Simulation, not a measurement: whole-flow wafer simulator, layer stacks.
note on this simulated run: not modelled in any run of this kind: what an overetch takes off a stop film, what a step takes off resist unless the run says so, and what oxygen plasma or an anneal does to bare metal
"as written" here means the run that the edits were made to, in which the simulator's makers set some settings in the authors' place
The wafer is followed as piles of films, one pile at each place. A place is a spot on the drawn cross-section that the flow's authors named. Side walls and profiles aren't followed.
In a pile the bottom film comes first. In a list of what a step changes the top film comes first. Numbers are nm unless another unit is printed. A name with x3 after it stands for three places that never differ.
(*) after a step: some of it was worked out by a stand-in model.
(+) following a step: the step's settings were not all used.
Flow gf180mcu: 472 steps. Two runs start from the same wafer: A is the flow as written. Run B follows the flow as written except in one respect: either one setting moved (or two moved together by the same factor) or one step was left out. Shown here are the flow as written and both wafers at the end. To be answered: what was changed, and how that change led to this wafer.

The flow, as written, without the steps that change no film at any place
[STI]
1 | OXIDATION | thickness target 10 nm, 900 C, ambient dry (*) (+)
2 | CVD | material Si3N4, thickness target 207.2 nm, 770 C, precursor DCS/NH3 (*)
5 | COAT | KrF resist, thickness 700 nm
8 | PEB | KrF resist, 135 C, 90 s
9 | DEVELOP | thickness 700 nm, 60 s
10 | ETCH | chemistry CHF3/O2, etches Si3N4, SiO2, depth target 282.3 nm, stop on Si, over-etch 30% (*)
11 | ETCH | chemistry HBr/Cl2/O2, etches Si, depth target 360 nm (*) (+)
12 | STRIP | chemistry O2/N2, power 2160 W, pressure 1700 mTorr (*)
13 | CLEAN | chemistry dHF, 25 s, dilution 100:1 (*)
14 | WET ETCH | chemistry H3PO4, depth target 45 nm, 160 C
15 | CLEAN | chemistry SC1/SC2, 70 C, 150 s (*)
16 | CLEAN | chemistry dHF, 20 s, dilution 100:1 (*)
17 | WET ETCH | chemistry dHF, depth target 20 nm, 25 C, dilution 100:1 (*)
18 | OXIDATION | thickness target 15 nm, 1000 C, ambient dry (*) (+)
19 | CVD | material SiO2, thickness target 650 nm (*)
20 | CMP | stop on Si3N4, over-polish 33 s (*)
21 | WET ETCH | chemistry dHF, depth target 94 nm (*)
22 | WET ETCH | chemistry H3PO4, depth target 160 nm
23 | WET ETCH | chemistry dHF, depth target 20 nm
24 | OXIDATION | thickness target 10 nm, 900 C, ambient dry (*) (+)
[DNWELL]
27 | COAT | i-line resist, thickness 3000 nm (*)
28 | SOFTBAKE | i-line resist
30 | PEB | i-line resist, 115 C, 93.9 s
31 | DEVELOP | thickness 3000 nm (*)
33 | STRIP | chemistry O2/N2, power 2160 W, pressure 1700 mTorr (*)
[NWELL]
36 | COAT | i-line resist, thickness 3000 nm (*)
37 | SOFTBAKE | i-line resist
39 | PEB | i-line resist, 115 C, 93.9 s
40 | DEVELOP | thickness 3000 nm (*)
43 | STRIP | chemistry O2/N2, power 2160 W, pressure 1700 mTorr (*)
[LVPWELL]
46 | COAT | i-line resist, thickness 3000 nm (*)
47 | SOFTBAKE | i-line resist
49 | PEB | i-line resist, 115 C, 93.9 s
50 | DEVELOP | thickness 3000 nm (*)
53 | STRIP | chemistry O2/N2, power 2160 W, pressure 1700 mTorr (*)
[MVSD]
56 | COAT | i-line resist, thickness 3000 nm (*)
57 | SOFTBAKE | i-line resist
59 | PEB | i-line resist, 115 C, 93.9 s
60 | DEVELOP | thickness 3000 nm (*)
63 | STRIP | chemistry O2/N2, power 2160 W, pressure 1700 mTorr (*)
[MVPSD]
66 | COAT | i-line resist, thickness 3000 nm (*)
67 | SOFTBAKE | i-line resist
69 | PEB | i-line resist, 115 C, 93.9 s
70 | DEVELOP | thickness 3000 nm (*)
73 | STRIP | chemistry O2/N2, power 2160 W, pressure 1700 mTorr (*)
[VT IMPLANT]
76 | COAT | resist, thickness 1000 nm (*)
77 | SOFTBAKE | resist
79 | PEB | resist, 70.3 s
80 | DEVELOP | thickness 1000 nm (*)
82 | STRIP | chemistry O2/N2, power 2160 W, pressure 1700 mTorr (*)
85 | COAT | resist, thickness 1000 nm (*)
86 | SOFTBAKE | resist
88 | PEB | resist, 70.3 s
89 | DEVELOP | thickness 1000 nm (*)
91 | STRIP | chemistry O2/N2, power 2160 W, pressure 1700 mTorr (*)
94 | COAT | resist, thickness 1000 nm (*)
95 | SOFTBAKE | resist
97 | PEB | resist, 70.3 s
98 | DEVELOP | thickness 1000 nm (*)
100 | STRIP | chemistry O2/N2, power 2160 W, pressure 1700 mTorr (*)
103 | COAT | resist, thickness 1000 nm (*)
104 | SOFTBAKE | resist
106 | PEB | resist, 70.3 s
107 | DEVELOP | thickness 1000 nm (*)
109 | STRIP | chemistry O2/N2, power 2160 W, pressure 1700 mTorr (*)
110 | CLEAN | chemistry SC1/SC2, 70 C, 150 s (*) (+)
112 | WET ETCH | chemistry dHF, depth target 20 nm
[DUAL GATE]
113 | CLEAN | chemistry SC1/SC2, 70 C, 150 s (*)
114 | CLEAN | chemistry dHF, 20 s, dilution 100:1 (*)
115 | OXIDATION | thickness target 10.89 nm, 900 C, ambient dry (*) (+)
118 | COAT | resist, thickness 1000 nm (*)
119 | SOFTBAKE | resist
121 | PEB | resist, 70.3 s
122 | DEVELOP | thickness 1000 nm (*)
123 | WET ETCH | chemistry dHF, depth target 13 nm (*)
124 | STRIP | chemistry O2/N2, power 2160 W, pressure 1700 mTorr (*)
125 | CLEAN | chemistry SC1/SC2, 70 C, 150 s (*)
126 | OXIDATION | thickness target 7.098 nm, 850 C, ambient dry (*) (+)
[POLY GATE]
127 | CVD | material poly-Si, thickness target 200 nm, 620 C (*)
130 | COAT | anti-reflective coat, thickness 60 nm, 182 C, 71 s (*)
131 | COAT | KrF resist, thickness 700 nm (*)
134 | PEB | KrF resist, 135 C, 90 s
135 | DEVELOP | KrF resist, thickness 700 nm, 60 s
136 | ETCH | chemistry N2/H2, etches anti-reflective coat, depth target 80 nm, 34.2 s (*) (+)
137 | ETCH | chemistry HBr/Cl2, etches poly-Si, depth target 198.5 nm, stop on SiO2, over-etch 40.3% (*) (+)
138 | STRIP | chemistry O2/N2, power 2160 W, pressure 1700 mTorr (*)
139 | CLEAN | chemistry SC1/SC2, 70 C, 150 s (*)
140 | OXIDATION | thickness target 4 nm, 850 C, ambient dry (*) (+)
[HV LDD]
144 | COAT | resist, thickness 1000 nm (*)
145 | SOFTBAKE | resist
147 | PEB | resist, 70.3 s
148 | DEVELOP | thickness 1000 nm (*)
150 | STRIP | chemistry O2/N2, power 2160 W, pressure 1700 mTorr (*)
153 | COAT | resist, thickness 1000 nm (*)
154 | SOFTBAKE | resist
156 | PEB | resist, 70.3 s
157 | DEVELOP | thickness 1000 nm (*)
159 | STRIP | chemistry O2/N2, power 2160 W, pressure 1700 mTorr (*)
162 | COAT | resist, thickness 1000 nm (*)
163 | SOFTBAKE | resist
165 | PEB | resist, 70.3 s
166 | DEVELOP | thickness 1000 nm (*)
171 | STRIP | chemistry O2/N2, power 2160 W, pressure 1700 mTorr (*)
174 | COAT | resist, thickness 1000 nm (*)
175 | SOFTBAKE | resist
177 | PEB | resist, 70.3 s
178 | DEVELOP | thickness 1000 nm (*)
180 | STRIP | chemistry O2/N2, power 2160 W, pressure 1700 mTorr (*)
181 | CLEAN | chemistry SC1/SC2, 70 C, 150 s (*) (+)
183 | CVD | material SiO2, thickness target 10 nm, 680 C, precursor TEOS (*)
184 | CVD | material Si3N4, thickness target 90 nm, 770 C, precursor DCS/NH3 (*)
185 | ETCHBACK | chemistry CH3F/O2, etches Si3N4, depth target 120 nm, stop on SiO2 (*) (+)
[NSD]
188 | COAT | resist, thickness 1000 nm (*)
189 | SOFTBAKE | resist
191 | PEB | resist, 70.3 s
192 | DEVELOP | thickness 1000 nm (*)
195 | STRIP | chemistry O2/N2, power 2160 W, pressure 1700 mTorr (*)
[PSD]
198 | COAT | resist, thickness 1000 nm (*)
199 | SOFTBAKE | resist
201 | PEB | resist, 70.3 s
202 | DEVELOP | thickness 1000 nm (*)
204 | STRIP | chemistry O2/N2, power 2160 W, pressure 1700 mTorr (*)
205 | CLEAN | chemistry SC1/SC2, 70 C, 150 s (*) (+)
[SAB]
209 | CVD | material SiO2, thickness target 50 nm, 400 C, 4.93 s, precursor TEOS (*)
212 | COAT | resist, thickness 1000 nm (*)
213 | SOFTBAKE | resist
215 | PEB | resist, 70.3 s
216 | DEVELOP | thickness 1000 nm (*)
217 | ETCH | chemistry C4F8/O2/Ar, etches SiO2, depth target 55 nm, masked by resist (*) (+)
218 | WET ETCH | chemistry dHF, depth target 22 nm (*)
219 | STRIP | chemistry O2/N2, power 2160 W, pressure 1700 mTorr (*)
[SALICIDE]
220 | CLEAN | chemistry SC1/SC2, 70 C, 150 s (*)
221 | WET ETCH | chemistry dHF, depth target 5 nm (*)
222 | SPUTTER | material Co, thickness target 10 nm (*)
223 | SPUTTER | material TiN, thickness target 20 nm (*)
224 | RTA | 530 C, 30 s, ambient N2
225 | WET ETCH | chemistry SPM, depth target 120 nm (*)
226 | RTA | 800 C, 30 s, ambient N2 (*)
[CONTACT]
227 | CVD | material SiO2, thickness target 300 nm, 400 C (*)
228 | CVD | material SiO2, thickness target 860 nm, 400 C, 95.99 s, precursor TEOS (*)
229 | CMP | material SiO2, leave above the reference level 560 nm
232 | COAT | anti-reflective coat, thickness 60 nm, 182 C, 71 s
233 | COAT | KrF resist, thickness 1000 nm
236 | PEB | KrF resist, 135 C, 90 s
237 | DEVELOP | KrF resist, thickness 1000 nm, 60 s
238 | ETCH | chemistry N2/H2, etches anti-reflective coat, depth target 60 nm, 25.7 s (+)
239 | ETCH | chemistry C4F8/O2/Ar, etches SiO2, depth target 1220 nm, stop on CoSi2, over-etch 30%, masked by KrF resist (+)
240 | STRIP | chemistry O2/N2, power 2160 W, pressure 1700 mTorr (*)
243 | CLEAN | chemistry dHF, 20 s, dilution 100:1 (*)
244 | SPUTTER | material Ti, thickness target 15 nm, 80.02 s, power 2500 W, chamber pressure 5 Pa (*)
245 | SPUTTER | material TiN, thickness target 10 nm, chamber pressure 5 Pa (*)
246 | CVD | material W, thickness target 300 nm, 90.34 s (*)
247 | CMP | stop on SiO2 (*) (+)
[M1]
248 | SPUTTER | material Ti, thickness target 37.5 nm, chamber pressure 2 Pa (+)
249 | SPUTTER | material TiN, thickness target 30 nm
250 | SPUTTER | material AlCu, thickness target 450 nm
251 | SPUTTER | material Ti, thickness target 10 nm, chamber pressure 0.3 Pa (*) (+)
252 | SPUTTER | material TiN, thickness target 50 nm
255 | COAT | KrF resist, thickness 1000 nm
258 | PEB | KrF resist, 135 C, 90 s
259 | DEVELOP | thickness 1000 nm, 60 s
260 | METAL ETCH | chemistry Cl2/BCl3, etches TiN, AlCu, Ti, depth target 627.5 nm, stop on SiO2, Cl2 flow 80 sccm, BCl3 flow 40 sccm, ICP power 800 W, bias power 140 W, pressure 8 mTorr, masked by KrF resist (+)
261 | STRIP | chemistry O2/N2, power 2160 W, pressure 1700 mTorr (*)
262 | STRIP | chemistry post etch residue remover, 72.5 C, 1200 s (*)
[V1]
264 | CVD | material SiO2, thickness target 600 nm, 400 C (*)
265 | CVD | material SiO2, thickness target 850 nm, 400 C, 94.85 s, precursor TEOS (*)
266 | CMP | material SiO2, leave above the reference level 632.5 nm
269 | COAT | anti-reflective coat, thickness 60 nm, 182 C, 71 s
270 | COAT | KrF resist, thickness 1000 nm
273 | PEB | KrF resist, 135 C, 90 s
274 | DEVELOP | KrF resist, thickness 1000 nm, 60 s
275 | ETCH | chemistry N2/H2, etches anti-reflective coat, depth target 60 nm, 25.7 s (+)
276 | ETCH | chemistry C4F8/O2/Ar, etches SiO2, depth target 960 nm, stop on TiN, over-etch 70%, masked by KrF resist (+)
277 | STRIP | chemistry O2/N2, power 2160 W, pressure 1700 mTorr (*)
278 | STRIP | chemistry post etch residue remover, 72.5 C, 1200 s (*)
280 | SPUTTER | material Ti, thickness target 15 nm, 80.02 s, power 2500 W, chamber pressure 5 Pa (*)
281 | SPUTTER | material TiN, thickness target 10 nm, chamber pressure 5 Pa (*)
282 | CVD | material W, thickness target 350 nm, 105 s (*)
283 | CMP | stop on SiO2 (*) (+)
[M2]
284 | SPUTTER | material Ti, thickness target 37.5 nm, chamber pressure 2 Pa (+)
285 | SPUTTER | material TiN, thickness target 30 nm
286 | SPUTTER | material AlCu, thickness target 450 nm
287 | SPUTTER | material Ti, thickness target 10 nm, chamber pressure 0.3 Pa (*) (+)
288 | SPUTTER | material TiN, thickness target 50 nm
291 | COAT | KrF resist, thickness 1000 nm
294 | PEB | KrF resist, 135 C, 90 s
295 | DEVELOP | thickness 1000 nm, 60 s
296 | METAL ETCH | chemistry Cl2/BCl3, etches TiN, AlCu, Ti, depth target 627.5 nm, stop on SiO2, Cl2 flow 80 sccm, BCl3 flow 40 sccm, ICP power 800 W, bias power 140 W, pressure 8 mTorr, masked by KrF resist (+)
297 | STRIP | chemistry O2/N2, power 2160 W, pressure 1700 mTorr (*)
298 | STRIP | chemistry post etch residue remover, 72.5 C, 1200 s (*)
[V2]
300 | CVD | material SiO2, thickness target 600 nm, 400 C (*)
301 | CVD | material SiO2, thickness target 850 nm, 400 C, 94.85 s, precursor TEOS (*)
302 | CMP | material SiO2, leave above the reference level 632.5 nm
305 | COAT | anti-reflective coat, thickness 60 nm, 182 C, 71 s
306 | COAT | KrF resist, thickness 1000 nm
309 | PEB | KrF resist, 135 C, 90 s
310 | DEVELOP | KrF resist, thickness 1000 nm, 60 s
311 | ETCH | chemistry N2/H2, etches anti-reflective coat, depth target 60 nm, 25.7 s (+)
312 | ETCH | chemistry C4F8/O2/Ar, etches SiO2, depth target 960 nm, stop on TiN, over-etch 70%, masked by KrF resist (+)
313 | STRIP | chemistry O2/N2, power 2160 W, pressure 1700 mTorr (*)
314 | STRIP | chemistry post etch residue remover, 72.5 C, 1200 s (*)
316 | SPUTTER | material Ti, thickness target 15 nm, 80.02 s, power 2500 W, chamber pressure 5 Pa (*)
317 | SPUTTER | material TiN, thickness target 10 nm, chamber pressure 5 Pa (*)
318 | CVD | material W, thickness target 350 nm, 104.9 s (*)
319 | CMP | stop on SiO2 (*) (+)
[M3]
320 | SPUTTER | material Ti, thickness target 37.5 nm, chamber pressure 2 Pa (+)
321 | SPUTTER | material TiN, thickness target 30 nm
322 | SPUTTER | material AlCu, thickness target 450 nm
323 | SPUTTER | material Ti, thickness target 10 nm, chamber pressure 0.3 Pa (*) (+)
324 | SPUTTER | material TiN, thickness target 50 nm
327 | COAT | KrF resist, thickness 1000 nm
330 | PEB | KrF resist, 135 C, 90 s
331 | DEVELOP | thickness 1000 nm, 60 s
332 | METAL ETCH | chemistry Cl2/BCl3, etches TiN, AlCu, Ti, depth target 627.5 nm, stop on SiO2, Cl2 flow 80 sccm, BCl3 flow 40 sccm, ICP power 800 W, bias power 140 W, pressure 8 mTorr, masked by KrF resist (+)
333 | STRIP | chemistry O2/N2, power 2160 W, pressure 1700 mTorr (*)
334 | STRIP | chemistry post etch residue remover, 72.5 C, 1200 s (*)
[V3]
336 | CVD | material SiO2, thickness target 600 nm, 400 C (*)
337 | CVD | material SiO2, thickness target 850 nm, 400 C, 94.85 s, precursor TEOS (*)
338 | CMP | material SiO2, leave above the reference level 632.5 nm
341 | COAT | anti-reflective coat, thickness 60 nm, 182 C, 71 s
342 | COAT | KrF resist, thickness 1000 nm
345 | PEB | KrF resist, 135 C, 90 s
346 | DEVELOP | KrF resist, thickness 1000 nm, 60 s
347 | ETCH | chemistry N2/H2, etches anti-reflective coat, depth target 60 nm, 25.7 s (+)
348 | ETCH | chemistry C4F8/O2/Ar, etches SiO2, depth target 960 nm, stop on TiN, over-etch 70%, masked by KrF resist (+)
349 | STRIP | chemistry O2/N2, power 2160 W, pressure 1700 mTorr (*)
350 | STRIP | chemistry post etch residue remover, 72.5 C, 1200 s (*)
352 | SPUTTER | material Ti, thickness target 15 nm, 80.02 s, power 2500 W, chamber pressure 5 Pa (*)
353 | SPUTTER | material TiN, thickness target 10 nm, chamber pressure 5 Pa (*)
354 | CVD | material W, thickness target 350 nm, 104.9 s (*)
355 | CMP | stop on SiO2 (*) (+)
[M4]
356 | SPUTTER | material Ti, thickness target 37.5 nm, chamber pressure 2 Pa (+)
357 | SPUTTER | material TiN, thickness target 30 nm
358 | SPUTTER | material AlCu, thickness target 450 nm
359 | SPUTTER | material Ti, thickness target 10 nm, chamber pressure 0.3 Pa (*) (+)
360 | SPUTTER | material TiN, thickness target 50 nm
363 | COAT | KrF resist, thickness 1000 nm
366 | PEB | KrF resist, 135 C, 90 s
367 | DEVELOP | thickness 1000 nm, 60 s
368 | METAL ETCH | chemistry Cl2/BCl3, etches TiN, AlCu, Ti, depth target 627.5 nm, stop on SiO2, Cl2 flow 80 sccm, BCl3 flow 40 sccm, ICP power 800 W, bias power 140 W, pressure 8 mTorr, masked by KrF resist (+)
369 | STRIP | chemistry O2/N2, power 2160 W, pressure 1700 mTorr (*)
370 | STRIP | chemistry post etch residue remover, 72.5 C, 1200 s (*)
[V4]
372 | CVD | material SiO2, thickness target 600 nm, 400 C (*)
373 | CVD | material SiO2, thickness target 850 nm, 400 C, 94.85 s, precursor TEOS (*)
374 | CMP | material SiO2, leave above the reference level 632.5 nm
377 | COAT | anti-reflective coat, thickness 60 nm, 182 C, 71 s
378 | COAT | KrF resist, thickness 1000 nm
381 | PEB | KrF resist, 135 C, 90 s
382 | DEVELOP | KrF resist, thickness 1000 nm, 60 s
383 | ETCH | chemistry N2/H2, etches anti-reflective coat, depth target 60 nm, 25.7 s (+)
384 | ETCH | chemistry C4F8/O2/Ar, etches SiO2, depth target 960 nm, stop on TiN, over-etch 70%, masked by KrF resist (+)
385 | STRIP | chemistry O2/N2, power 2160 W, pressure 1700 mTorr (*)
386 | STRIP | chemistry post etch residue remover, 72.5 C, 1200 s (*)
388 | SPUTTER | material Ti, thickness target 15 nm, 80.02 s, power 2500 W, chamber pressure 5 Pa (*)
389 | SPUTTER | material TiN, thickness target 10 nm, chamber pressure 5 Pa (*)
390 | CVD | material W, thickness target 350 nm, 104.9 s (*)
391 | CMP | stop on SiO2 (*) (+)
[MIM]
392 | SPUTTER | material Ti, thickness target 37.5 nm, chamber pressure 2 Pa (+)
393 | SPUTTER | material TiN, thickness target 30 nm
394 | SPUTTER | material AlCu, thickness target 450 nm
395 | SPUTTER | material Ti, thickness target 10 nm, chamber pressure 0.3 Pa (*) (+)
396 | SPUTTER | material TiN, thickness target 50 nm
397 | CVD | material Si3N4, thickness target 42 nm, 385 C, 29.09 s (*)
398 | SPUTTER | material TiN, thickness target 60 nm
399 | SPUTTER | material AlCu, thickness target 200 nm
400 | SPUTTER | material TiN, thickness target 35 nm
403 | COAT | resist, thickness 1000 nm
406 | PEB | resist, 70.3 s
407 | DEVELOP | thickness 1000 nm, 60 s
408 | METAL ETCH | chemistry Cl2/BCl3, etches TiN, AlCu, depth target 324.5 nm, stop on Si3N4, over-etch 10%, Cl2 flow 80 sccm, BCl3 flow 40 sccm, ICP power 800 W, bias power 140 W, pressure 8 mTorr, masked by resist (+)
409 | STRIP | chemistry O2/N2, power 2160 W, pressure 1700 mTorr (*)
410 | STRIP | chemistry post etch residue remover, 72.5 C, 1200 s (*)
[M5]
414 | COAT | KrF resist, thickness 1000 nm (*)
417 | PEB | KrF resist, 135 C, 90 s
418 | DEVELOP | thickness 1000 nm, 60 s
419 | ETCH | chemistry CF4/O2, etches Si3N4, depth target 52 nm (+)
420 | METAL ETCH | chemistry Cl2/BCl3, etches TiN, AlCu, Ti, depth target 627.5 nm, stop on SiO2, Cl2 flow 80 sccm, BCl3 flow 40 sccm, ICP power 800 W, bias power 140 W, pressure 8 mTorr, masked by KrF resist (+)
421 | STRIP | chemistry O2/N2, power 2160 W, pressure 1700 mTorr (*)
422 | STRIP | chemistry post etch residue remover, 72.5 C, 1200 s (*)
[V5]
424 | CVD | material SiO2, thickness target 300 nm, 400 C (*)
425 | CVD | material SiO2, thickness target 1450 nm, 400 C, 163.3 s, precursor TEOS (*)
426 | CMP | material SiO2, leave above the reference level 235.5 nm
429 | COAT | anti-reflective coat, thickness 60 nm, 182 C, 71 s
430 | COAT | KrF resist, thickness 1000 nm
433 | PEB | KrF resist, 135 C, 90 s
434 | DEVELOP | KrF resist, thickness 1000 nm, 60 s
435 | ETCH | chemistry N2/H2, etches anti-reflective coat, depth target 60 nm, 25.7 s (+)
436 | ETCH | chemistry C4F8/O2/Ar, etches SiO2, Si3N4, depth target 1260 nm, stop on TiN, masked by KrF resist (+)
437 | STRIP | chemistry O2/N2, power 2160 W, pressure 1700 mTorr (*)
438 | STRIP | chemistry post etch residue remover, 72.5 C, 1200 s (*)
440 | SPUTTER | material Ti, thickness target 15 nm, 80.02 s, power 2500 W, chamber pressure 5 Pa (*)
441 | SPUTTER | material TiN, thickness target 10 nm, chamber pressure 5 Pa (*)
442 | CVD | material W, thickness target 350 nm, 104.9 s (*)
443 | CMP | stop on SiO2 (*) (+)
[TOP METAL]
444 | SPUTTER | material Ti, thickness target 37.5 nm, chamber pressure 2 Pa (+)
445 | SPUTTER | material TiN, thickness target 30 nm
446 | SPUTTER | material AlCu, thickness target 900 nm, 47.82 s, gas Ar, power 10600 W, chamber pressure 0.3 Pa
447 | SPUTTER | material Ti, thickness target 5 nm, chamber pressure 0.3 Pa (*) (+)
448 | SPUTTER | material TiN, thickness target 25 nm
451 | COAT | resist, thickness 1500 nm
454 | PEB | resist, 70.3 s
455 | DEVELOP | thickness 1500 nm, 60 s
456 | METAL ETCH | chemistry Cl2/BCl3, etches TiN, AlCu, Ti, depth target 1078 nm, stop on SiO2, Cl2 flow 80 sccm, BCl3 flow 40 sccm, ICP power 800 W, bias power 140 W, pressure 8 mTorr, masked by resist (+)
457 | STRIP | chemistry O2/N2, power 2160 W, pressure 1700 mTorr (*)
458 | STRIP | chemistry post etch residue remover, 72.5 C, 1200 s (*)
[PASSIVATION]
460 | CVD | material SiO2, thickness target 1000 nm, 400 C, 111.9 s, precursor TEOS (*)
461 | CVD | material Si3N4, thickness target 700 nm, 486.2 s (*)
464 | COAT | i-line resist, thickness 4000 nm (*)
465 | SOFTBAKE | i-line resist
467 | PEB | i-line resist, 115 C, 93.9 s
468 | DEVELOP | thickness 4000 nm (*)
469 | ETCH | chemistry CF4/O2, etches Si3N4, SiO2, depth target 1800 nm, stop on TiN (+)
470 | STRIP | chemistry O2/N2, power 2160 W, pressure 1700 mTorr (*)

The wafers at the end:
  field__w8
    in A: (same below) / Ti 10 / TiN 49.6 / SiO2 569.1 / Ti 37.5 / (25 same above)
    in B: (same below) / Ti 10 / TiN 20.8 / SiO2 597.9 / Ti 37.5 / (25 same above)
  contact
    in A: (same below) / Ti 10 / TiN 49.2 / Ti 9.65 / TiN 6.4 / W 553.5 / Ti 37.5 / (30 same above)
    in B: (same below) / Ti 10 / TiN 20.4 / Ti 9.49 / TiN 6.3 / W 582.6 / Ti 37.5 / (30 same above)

The reason: step 288, SPUTTER: thickness target 21.2 nm was run, whereas the flow has thickness target 50 nm.

The path from the change to this, step by step:
  288 | SPUTTER | material TiN, thickness target 50 nm
      field, field__w1, field__w2 and 108 more: A TiN gains 50 (new film) | B TiN gains 21.2 (new film)
  296 | METAL ETCH | chemistry Cl2/BCl3, etches TiN, AlCu, Ti, depth target 627.5 nm, stop on SiO2, Cl2 flow 80 sccm, BCl3 flow 40 sccm, ICP power 800 W, bias power 140 W, pressure 8 mTorr, masked by KrF resist (+)
      field, field__w1, field__w2 and 103 more: A TiN loses 50 (all of it), Ti loses 10 (all of it), AlCu loses 450 (all of it), TiN loses 30 (all of it), Ti loses 37.5 (all of it) | B TiN loses 21.2 (all of it), Ti loses 10 (all of it), AlCu loses 450 (all of it), TiN loses 30 (all of it), Ti loses 37.5 (all of it)
  302 | CMP | material SiO2, leave above the reference level 632.5 nm
      field__w8, contact, m1, m1__w1, m1_nw: A SiO2 loses 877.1 | B SiO2 loses 848.3
  312 | ETCH | chemistry C4F8/O2/Ar, etches SiO2, depth target 960 nm, stop on TiN, over-etch 70%, masked by KrF resist (+)
      contact: A SiO2 loses 572.5 (all of it) | B SiO2 loses 601.3 (all of it)
  318 | CVD | material W, thickness target 350 nm, 104.9 s (*)
      contact: A W gains 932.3 (new film) | B W gains 961.4 (new film)
